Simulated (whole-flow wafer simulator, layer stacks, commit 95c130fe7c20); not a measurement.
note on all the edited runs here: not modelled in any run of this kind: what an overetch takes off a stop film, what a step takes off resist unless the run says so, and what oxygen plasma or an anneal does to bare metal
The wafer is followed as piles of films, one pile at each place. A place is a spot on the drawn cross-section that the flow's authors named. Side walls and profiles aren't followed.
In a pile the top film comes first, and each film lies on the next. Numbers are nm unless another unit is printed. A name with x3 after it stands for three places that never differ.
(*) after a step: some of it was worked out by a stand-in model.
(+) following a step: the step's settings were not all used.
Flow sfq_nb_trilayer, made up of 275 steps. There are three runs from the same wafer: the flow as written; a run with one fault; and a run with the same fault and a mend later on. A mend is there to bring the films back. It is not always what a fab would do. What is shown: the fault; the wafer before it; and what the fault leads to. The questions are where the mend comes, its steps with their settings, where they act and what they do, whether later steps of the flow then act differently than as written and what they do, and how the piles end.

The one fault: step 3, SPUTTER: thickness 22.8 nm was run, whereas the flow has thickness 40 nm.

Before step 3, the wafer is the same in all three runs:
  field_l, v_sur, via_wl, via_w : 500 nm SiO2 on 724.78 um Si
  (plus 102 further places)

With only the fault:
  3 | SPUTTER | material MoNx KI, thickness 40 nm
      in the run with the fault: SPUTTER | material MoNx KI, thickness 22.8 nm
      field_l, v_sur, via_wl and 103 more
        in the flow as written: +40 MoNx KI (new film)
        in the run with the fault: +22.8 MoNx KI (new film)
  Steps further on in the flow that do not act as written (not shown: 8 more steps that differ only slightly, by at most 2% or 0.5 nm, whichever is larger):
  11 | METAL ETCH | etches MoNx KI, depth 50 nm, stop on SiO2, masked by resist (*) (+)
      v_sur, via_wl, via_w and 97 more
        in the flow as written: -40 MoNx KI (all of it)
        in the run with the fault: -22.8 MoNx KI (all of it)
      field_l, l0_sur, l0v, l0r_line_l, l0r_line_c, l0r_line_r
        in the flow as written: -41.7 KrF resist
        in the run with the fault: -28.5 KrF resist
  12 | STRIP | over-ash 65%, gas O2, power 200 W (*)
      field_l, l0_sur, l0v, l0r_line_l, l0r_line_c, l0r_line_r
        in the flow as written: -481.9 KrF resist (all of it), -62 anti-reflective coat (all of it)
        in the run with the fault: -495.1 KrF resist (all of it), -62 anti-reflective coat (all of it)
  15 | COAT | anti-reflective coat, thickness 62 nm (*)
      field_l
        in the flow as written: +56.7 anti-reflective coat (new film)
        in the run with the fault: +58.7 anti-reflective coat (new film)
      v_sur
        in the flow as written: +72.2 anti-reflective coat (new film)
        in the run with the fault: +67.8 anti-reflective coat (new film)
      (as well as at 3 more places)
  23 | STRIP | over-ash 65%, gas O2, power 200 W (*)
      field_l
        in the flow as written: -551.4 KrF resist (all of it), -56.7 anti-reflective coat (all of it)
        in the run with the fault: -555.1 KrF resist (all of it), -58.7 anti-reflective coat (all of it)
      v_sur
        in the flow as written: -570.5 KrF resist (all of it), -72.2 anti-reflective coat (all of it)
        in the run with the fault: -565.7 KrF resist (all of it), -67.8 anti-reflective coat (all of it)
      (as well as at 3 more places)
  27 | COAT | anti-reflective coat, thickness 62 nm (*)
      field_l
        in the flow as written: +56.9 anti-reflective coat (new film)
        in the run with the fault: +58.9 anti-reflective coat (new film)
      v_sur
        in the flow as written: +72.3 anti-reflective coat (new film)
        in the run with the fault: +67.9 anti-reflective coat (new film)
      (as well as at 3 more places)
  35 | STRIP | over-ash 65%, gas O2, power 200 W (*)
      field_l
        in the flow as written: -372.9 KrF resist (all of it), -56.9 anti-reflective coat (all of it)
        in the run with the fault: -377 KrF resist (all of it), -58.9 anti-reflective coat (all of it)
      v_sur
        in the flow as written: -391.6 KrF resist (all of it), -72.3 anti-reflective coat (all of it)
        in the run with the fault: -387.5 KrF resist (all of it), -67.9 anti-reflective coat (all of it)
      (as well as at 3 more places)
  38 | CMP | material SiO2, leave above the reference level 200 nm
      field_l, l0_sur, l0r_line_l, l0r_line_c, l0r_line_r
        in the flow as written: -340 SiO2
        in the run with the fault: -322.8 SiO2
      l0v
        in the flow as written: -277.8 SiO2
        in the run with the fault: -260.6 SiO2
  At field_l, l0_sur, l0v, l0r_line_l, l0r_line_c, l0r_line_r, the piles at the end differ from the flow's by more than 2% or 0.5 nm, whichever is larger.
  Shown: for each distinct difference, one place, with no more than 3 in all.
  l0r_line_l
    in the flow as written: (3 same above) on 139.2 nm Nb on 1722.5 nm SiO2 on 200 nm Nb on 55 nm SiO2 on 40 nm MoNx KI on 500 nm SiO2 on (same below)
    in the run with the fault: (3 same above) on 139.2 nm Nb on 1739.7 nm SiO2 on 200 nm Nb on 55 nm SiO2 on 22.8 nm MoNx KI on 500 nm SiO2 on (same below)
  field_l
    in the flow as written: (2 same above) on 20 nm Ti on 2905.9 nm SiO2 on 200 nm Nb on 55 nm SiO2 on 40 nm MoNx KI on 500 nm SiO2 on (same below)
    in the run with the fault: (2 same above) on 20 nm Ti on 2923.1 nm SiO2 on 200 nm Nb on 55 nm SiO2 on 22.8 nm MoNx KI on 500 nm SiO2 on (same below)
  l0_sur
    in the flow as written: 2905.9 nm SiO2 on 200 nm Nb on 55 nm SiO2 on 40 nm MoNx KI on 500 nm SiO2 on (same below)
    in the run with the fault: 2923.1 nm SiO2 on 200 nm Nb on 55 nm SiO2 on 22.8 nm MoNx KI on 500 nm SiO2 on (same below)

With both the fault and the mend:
  After step 9 comes the mend.
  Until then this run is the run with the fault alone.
  9a | STRIP | over-ash 65%, gas O2, power 200 W (*)
      v_sur, via_wl, via_w and 97 more
        -62 anti-reflective coat (all of it)
      field_l, l0_sur, l0v, l0r_line_l, l0r_line_c, l0r_line_r
        -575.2 KrF resist (all of it), -62 anti-reflective coat (all of it)
  9b | SPUTTER | material MoNx KI, thickness 17.2 nm (the flow's step 3, run once more with other settings)
      field_l, v_sur, via_wl and 103 more
        +17.2 MoNx KI
  9c | COAT | anti-reflective coat, thickness 62 nm (the flow's step 4, run once more)
      field_l, v_sur, via_wl and 103 more
        +62 anti-reflective coat (new film)
  9d | COAT | KrF resist, thickness 600 nm (the flow's step 5, run once more)
      field_l, v_sur, via_wl and 103 more
        +600 KrF resist (new film)
  9e | SOFTBAKE | KrF resist (the flow's step 6, run once more)
      alters no film at any place that is followed
  9f | EXPOSE | photomask L0, dose 11.59 mJ/cm2, NA 0.6, wavelength 248 nm (*) (the flow's step 7, run once more)
      alters no film at any place that is followed
  9g | PEB | KrF resist, 90 s (the flow's step 8, run once more)
      field_l, v_sur, via_wl and 103 more
        -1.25 KrF resist
  9h | DEVELOP | KrF resist, thickness 600 nm, 60 s (the flow's step 9, run once more)
      v_sur, via_wl, via_w and 97 more
        -598.7 KrF resist (all of it)
      field_l, l0_sur, l0v, l0r_line_l, l0r_line_c, l0r_line_r
        -23.5 KrF resist
  Later steps of the flow that are run all act as written at every place that is followed.
  The piles end the same as the flow's at every place that both follow.
